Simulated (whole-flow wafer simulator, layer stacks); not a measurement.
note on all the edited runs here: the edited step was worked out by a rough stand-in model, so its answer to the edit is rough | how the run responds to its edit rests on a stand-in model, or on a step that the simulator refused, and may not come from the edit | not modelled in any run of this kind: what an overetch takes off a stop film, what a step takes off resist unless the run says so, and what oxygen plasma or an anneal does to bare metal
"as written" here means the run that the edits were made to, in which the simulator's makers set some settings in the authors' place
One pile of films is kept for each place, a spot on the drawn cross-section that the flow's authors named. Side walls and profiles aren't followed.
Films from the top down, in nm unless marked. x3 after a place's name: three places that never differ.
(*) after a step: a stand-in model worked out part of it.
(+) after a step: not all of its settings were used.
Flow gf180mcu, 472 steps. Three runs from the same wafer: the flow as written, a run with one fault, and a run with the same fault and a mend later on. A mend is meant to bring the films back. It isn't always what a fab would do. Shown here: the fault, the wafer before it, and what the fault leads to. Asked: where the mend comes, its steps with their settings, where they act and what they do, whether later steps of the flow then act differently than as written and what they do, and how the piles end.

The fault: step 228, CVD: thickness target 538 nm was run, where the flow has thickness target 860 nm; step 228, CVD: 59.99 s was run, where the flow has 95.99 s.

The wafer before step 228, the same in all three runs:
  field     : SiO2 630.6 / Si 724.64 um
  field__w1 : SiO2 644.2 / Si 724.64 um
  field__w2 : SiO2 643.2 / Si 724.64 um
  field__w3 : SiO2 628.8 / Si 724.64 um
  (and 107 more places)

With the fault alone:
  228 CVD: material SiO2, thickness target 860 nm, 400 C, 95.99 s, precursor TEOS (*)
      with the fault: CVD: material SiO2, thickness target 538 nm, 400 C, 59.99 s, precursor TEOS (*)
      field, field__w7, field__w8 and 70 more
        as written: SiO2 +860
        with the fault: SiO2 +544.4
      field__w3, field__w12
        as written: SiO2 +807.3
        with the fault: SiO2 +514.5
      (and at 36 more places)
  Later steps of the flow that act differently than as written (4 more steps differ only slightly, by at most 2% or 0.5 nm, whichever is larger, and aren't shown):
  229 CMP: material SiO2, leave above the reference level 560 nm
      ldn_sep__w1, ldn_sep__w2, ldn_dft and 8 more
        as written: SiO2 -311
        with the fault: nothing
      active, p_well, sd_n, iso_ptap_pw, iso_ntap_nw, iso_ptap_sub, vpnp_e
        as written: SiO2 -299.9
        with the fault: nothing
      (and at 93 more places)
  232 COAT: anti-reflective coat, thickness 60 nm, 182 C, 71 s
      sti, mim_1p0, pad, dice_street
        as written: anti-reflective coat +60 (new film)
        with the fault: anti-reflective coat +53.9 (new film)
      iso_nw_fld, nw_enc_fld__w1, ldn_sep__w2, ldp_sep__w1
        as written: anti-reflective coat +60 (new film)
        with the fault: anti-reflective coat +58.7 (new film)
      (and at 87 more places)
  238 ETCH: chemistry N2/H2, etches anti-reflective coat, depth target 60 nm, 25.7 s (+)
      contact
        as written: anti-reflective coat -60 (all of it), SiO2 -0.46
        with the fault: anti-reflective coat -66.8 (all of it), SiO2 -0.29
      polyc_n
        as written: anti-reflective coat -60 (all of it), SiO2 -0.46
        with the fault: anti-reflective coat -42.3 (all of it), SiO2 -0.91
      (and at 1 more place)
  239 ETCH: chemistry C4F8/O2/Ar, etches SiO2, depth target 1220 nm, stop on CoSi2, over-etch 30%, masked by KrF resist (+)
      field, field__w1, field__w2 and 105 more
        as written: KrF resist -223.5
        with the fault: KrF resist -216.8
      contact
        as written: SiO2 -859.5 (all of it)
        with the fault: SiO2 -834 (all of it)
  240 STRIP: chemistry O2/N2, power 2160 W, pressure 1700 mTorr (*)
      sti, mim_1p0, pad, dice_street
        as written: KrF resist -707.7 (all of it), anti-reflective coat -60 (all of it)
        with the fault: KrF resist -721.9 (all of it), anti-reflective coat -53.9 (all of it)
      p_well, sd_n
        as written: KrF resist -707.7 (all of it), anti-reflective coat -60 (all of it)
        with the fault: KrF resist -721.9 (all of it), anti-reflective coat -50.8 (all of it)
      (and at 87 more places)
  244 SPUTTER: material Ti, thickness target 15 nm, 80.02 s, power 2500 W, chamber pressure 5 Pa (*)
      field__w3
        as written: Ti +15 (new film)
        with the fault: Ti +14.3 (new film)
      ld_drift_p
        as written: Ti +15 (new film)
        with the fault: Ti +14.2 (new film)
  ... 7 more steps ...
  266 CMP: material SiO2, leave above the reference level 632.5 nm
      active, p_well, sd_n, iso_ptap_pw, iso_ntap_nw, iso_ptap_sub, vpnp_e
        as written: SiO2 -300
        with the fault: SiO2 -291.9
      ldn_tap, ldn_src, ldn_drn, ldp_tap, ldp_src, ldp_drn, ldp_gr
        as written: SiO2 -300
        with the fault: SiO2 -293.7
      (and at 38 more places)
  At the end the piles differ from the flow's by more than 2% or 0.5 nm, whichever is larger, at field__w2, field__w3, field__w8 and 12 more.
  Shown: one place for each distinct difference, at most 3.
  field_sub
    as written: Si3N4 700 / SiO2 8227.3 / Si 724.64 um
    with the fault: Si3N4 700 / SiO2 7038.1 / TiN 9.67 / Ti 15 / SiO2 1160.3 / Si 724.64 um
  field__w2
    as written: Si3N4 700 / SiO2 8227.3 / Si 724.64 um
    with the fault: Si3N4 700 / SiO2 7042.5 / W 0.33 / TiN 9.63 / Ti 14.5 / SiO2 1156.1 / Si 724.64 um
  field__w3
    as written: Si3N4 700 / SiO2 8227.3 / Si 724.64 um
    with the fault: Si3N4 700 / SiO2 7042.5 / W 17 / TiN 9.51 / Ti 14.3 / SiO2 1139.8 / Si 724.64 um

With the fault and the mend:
  The mend comes after step 228.
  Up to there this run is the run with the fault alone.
  228a CVD: material SiO2, thickness target 322 nm, 400 C, 35.94 s, precursor TEOS (*) (the flow's step 228 once more, with other settings)
      field, field__w7, field__w8 and 72 more
        SiO2 +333
      field__w1, contact, active_hv
        SiO2 +326.8
      field_sub__w1, field_sub__w4, field_sub__w5
        SiO2 +324.3
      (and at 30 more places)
  Later steps of the flow that act differently than as written (3 more steps differ only slightly, by at most 2% or 0.5 nm, whichever is larger, and aren't shown):
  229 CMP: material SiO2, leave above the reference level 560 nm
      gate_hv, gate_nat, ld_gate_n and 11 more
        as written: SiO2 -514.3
        with the mend: SiO2 -531.7
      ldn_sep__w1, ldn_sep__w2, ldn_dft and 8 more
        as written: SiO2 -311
        with the mend: SiO2 -328.4
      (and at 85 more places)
  At the end the piles differ from the flow's only slightly at the places that both follow, by at most 2% or 0.5 nm, whichever is larger.
